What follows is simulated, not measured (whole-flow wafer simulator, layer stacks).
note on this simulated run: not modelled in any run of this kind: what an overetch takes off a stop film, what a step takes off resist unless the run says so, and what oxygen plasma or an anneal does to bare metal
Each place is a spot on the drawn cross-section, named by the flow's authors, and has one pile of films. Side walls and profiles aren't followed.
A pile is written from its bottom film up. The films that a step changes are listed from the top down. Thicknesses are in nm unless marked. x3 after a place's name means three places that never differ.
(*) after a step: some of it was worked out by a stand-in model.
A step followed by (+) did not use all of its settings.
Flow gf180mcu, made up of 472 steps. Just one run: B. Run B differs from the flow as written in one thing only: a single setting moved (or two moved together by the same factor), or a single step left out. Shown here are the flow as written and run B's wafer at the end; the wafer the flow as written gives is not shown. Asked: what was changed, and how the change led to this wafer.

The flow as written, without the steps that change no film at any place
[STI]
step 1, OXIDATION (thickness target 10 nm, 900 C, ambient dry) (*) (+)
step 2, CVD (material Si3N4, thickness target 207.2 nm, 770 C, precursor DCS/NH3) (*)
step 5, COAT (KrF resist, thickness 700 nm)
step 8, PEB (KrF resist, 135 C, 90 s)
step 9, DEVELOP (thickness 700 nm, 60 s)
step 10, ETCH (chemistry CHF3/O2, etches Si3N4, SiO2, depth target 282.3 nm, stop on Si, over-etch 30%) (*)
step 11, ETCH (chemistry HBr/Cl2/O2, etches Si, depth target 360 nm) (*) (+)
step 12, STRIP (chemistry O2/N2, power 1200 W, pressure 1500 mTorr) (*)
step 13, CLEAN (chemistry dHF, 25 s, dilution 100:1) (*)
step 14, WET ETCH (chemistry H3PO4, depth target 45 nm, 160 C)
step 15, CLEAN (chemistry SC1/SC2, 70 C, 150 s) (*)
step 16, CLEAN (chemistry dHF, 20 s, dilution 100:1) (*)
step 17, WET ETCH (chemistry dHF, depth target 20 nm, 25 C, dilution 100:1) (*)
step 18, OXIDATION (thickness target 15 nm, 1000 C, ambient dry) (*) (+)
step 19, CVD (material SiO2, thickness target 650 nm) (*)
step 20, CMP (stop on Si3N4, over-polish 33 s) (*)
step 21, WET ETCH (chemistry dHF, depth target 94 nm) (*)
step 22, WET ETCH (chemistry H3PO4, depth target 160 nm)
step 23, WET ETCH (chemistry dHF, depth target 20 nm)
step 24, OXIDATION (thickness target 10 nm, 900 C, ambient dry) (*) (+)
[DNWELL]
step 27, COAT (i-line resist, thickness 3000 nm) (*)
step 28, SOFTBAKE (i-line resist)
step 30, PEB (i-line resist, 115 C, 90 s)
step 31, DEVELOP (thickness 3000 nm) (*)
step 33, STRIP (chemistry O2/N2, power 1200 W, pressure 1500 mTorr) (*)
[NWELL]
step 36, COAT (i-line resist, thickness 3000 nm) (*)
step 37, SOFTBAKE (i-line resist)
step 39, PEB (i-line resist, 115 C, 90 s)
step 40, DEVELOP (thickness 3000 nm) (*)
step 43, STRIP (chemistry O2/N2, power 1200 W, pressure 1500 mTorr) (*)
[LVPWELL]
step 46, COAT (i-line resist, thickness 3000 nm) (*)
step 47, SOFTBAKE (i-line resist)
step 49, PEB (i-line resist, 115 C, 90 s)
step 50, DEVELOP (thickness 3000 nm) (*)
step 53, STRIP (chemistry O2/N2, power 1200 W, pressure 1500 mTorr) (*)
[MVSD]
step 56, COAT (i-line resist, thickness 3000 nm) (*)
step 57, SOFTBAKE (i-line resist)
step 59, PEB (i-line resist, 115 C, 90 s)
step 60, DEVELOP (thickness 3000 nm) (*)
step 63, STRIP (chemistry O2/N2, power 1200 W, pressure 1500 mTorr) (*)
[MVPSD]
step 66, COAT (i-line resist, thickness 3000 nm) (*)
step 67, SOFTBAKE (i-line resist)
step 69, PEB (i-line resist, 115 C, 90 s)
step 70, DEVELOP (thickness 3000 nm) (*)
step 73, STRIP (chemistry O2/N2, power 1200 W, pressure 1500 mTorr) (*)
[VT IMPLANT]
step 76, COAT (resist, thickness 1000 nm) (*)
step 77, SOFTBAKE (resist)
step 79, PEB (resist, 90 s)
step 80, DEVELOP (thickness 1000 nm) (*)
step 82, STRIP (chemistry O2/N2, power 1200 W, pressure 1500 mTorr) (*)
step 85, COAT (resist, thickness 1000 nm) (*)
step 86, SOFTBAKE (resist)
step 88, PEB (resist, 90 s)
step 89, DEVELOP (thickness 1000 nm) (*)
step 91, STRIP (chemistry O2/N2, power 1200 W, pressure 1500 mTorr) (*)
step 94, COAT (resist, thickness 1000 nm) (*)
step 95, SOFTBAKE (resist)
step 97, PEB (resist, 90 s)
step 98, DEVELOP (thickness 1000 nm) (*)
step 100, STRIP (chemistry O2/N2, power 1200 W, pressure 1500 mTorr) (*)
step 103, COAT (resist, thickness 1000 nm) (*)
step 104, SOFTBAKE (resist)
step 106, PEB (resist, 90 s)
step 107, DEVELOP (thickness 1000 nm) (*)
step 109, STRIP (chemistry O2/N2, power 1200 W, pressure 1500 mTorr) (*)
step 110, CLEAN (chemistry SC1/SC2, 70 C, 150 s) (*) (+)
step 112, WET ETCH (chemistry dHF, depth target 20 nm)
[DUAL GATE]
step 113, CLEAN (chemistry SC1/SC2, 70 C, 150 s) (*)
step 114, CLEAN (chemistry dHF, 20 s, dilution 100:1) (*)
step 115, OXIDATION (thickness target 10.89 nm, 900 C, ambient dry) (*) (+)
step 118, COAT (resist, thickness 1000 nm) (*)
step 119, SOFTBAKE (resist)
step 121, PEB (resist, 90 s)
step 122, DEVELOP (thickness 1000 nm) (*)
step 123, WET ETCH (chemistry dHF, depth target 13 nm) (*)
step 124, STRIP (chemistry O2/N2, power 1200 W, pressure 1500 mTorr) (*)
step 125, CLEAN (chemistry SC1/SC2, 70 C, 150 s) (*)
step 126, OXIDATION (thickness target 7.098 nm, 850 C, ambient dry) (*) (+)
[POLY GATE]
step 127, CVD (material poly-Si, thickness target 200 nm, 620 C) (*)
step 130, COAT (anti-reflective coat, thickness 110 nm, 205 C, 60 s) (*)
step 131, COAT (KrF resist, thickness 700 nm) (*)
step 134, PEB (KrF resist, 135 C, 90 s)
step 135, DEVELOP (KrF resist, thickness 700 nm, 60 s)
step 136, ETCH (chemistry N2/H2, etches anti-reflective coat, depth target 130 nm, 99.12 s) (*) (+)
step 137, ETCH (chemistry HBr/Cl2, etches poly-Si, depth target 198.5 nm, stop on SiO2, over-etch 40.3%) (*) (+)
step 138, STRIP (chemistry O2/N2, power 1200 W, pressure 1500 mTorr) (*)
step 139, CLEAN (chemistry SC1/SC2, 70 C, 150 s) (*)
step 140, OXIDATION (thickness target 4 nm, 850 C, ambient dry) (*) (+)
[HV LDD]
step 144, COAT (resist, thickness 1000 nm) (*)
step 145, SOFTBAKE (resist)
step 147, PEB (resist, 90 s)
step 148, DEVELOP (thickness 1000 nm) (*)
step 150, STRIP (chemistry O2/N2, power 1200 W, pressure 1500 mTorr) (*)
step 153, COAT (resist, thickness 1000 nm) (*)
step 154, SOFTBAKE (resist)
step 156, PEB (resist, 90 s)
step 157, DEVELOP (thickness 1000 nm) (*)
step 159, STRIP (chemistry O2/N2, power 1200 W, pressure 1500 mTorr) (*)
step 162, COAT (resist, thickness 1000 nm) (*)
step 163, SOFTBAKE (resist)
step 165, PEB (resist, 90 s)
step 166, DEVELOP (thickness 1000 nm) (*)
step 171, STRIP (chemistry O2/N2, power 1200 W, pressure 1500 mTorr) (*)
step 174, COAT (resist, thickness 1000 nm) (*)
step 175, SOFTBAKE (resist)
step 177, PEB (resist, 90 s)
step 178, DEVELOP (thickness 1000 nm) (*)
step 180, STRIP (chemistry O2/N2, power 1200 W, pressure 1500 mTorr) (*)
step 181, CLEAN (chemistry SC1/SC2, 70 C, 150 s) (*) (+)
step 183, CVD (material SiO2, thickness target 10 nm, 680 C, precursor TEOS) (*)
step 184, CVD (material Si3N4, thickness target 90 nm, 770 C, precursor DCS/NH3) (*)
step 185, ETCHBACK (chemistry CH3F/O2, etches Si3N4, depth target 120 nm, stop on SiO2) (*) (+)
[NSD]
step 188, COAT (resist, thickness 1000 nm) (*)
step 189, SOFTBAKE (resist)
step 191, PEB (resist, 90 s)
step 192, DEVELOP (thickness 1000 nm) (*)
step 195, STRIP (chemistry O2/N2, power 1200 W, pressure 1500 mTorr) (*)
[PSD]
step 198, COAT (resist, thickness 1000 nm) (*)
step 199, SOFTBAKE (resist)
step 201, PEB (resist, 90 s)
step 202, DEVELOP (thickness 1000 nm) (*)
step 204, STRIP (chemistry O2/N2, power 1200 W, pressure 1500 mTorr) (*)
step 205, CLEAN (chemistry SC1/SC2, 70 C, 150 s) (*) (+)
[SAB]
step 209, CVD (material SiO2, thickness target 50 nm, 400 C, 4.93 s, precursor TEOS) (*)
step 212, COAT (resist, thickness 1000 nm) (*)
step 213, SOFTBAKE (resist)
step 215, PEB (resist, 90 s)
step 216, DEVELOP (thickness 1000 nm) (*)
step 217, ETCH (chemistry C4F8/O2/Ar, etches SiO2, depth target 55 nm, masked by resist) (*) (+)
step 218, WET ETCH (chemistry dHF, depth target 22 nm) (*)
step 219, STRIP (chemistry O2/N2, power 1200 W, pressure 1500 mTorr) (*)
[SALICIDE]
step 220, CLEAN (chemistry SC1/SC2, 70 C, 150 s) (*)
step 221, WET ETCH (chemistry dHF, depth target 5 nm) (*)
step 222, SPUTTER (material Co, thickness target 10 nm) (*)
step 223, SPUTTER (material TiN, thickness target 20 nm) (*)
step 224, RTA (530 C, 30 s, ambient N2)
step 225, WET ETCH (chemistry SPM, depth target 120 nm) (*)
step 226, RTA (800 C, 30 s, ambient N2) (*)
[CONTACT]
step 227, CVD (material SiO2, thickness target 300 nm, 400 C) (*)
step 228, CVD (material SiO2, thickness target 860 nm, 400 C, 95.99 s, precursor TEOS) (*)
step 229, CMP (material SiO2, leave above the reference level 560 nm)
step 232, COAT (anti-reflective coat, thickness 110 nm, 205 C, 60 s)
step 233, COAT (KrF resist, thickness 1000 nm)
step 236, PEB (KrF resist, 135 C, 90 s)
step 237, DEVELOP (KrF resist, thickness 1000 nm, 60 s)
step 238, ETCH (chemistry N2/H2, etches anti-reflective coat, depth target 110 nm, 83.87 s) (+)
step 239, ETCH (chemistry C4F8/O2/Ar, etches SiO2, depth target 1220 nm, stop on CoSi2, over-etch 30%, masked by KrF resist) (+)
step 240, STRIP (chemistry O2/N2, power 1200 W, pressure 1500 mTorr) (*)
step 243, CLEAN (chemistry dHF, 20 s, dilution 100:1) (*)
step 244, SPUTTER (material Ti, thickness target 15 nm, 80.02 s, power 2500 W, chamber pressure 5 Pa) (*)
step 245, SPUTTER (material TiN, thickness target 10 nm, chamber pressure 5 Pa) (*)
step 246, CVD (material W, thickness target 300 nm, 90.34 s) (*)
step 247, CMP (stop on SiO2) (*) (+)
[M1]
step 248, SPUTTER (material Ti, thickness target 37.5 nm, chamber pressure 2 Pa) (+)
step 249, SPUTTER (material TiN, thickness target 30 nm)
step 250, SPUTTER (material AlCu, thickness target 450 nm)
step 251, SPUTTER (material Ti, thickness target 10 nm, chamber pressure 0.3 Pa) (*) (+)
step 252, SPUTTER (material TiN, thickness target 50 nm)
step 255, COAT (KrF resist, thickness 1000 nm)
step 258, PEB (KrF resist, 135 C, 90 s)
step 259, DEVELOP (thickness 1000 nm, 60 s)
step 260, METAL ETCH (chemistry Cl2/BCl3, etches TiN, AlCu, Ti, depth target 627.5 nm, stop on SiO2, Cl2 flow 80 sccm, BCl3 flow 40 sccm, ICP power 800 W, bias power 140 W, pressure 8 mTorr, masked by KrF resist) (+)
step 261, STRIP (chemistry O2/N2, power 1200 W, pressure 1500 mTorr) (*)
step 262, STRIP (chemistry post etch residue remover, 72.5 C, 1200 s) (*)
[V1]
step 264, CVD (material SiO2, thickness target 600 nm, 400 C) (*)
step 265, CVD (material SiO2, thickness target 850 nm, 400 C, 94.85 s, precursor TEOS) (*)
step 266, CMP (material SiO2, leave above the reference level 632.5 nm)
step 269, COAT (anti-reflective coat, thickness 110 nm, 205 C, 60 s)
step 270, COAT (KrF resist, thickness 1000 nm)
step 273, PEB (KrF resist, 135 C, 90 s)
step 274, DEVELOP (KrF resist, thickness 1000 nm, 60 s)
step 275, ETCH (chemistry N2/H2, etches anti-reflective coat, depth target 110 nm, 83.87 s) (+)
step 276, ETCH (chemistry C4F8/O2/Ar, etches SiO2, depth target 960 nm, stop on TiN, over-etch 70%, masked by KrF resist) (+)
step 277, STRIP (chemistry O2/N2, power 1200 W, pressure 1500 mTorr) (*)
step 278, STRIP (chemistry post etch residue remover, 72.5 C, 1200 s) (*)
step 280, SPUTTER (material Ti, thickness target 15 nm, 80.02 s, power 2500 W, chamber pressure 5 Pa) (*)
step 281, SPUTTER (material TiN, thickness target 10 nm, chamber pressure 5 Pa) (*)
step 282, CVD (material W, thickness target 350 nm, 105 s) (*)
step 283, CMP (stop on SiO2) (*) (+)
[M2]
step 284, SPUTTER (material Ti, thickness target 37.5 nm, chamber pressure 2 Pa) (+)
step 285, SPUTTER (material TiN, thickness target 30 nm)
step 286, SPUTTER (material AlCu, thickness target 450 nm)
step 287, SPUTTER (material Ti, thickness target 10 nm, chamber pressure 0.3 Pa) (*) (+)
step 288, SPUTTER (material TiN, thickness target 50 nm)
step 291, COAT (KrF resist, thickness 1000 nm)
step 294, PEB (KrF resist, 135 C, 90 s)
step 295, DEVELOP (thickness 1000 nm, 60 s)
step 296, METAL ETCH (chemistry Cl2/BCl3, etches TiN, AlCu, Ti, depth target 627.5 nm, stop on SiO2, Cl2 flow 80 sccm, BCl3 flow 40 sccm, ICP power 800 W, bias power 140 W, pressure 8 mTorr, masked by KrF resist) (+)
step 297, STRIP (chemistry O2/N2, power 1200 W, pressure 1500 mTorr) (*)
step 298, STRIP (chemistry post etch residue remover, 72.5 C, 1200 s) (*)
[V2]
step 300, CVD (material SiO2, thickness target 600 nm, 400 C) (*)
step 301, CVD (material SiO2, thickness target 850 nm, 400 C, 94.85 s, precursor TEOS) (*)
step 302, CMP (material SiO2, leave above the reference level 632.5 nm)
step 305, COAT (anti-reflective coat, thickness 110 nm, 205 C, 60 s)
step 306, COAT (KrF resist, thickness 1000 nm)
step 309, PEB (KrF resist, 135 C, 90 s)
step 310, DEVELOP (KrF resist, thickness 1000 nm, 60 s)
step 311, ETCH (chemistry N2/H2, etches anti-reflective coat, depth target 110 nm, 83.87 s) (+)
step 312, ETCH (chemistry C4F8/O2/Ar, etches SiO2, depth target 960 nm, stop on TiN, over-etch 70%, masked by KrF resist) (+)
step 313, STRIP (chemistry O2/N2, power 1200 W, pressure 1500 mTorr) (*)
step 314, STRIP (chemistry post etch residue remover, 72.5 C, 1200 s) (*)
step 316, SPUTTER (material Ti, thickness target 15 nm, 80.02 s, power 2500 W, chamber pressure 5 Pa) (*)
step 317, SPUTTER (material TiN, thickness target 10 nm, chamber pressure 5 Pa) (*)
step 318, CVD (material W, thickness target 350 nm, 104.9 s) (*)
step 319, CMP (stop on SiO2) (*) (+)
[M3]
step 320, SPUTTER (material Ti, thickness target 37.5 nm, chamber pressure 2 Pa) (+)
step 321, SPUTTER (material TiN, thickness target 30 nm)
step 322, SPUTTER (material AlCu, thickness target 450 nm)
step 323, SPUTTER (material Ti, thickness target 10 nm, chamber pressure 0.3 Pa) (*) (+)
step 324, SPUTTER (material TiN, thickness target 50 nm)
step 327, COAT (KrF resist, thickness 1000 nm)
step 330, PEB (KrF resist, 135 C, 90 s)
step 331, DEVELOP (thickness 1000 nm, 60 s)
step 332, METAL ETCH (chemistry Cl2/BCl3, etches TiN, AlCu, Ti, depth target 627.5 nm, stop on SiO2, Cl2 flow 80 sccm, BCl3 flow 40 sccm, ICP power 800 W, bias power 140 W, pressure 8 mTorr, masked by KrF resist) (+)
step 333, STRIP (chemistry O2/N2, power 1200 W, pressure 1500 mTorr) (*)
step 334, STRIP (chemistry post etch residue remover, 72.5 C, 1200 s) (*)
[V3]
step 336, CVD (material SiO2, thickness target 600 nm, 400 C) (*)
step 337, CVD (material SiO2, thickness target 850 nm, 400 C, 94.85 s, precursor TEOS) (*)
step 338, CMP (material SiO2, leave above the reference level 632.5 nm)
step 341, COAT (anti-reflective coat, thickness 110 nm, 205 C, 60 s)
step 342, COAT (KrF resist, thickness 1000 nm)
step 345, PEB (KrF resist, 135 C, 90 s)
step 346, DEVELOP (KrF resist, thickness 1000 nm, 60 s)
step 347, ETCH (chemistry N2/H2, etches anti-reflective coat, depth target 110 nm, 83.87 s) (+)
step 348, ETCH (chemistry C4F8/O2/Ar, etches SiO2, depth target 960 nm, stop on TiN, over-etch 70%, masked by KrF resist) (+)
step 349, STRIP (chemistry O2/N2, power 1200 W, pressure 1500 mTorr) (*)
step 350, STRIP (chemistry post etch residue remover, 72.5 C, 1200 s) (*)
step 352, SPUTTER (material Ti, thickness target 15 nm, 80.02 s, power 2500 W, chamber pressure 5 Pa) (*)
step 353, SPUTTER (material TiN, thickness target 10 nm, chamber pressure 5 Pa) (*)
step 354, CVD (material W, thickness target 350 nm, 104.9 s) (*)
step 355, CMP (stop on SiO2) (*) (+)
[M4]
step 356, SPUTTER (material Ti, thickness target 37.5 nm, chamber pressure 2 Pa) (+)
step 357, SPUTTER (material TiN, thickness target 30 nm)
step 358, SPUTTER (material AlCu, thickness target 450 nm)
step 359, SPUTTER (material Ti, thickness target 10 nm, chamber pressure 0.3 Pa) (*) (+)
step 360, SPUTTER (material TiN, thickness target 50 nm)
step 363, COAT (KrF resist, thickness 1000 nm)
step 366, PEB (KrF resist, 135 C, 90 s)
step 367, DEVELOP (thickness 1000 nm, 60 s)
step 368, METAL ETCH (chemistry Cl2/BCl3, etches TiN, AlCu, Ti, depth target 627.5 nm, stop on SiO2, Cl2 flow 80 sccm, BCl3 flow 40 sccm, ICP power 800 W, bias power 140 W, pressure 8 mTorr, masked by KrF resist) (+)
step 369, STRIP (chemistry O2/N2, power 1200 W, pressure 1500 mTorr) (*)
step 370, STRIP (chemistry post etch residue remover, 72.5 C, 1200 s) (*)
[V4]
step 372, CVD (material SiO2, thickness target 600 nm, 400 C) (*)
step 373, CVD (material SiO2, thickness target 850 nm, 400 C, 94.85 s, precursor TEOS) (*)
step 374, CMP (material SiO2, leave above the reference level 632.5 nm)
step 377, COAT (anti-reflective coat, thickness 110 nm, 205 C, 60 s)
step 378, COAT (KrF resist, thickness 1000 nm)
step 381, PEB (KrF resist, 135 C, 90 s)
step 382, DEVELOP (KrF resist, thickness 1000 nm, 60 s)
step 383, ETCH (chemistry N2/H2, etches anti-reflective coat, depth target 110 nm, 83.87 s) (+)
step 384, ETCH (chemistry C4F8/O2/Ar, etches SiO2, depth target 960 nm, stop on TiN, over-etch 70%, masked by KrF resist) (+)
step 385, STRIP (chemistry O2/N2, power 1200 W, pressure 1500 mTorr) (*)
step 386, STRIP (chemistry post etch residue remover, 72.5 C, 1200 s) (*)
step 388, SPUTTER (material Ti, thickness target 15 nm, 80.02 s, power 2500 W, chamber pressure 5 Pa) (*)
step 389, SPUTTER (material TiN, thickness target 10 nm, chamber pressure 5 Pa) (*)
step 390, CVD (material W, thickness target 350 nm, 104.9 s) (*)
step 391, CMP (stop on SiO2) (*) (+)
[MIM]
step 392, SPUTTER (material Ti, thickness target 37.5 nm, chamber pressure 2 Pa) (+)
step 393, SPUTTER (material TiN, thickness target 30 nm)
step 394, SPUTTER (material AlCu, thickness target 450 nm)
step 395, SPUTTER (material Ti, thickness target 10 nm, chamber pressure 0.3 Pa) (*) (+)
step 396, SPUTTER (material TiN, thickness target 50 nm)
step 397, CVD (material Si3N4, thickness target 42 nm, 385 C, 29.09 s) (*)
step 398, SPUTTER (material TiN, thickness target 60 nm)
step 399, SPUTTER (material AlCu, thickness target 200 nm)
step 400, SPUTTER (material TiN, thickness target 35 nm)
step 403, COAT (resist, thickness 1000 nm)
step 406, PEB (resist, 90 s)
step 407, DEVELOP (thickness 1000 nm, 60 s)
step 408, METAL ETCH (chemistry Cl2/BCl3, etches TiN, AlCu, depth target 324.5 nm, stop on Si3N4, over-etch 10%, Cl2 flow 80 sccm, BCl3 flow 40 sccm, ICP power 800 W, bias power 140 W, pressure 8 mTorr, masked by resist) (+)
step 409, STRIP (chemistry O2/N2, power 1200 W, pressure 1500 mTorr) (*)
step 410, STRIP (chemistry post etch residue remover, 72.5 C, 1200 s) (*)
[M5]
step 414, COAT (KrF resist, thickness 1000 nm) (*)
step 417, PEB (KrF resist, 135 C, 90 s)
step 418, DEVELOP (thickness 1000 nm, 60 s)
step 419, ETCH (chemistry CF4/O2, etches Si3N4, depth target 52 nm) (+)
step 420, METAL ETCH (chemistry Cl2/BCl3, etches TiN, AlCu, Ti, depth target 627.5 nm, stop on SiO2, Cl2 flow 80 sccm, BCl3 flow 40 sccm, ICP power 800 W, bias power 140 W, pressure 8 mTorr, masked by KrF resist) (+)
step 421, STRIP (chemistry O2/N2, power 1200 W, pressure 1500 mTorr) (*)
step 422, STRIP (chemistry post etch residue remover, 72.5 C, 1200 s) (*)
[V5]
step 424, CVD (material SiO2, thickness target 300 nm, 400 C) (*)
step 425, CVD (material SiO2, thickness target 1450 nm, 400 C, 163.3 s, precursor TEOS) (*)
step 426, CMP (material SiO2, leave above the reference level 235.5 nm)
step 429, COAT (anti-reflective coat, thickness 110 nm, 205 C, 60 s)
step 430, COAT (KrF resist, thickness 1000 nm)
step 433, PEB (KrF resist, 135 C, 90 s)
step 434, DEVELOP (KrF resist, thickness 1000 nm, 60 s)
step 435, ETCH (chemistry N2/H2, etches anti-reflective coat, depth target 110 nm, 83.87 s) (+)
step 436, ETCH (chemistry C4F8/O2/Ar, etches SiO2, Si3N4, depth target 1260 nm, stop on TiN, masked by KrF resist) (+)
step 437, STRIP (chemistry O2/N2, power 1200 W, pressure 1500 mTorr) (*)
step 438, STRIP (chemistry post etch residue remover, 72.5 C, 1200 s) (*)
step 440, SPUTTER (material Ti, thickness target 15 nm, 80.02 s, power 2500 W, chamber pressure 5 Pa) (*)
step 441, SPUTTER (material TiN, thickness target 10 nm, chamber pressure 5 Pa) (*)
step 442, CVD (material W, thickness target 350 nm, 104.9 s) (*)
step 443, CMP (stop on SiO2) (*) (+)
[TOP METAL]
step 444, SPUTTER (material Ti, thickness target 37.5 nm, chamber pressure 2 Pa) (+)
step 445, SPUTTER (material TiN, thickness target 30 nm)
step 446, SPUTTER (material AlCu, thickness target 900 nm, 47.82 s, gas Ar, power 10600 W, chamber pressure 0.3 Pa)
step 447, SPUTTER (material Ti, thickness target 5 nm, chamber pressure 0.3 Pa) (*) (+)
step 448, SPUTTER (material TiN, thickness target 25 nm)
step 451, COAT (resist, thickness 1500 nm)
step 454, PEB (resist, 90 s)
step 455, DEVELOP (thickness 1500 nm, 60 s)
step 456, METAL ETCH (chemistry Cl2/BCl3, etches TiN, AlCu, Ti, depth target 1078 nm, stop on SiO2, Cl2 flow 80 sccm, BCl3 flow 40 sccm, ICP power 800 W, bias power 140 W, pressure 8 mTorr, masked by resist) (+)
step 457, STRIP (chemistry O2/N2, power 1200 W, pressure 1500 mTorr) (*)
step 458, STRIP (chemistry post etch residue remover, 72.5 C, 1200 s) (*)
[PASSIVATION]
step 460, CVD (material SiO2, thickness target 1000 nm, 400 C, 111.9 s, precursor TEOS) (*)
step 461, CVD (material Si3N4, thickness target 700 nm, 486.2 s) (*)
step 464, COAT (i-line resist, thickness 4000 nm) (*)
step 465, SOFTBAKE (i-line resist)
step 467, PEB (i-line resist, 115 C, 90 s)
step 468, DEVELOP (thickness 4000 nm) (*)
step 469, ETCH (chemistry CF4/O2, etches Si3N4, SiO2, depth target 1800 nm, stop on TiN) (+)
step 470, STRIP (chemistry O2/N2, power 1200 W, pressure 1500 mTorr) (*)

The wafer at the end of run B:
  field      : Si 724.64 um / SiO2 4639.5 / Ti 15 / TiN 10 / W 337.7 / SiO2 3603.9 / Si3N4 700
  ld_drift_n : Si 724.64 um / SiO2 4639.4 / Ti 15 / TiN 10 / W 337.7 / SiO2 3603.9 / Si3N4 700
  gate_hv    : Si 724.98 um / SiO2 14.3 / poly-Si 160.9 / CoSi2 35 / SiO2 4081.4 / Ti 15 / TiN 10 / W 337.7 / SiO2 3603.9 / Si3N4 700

Cause: step 355, CMP: stop on SiO2 (*) (+), was omitted.

How this came from the change, step by step:
  step 368, METAL ETCH (chemistry Cl2/BCl3, etches TiN, AlCu, Ti, depth target 627.5 nm, stop on SiO2, Cl2 flow 80 sccm, BCl3 flow 40 sccm, ICP power 800 W, bias power 140 W, pressure 8 mTorr, masked by KrF resist) (+)
      field, field__w1, field__w2 and 103 more: -50 TiN (all of it), -10 Ti (all of it), -450 AlCu (all of it), -30 TiN (all of it), -37.5 Ti (all of it), -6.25 W (as written it would have been: -50 TiN (all of it), -10 Ti (all of it), -450 AlCu (all of it), -30 TiN (all of it), -37.5 Ti (all of it))
  step 370, STRIP (chemistry post etch residue remover, 72.5 C, 1200 s) (*)
      field, field__w1, field__w2 and 103 more: -6.01 W (as written it would have been: nothing)
  step 372, CVD (material SiO2, thickness target 600 nm, 400 C) (*)
      field, field__w1, field__w2 and 103 more: +600 SiO2 (new film) (as written it would have been: +600 SiO2)
  step 374, CMP (material SiO2, leave above the reference level 632.5 nm)
      field, field__w1, field__w2 and 103 more: -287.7 SiO2 (as written it would have been: -300 SiO2)
Taking metal films that touch as one body, field has 1 body; the flow as written gives 0 bodies.
Taking metal films that touch as one body, ld_drift_n has 1 body; the flow as written gives 0 bodies.
Taking metal films that touch as one body, gate_hv has 2 bodies (between them, from the top down: SiO2 4081.4); the flow as written gives 1 body.
